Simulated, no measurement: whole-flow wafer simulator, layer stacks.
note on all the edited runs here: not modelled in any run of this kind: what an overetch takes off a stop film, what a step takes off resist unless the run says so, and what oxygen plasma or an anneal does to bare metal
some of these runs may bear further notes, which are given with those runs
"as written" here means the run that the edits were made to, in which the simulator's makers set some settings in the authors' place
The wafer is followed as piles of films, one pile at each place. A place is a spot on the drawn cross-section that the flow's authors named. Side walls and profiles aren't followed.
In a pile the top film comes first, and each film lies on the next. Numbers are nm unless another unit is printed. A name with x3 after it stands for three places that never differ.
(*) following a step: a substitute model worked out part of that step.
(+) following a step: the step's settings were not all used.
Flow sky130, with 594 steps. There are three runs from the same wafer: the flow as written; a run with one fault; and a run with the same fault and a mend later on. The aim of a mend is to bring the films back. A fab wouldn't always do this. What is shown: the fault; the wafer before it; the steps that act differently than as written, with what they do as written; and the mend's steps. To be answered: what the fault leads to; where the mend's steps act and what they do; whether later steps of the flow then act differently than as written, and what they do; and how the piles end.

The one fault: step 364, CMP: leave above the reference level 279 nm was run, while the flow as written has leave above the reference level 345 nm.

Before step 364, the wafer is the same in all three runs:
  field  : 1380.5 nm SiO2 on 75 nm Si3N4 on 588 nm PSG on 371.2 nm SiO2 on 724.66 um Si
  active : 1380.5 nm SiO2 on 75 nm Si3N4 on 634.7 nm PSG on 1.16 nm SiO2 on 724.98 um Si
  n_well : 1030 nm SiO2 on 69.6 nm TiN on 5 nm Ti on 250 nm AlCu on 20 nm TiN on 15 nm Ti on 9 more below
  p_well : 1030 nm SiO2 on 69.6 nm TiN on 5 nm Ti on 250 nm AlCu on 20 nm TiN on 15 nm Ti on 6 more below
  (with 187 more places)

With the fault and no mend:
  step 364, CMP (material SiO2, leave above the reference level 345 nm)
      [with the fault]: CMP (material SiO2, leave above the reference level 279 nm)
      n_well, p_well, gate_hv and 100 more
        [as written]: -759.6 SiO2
        [with the fault]: -825.6 SiO2
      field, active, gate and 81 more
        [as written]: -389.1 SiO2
        [with the fault]: -455.1 SiO2
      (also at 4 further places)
  Steps further on in the flow that do not act as written (7 more steps, not shown, differ only slightly: by at most 2% or 0.5 nm, whichever is larger):
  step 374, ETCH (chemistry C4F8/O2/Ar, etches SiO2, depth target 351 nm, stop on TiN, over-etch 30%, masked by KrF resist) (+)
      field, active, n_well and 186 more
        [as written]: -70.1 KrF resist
        [with the fault]: -53 KrF resist
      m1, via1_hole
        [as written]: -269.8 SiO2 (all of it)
        [with the fault]: -203.8 SiO2 (all of it)
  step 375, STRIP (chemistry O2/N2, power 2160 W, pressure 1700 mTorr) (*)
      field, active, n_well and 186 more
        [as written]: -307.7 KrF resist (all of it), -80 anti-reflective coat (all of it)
        [with the fault]: -324.8 KrF resist (all of it), -80 anti-reflective coat (all of it)
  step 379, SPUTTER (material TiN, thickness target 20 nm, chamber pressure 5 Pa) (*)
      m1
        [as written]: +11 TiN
        [with the fault]: +12.3 TiN
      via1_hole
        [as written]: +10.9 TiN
        [with the fault]: +12.3 TiN
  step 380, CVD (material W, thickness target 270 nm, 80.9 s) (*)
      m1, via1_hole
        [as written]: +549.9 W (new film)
        [with the fault]: +482.6 W (new film)
  At n_well, p_well, gate_hv and 115 more, the piles at the end differ from the flow's by more than 2% or 0.5 nm, whichever is larger.
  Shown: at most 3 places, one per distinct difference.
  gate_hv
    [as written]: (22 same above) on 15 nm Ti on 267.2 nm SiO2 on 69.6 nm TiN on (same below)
    [with the fault]: (22 same above) on 15 nm Ti on 201.2 nm SiO2 on 69.6 nm TiN on (same below)
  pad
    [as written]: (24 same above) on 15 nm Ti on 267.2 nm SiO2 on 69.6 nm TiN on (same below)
    [with the fault]: (24 same above) on 15 nm Ti on 201.2 nm SiO2 on 69.6 nm TiN on (same below)
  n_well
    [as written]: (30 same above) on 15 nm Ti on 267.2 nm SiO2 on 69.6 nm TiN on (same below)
    [with the fault]: (30 same above) on 15 nm Ti on 201.2 nm SiO2 on 69.6 nm TiN on (same below)

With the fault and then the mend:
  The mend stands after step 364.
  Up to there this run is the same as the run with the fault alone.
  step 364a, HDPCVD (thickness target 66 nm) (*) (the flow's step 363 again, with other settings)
      field, active, n_well and 188 more
        +66 SiO2
  Later steps of the flow that are run all act as written at every place that is followed, up to a difference of at most 2% or 0.5 nm, whichever is larger.
  The piles end the same as the flow's at every place that both follow.
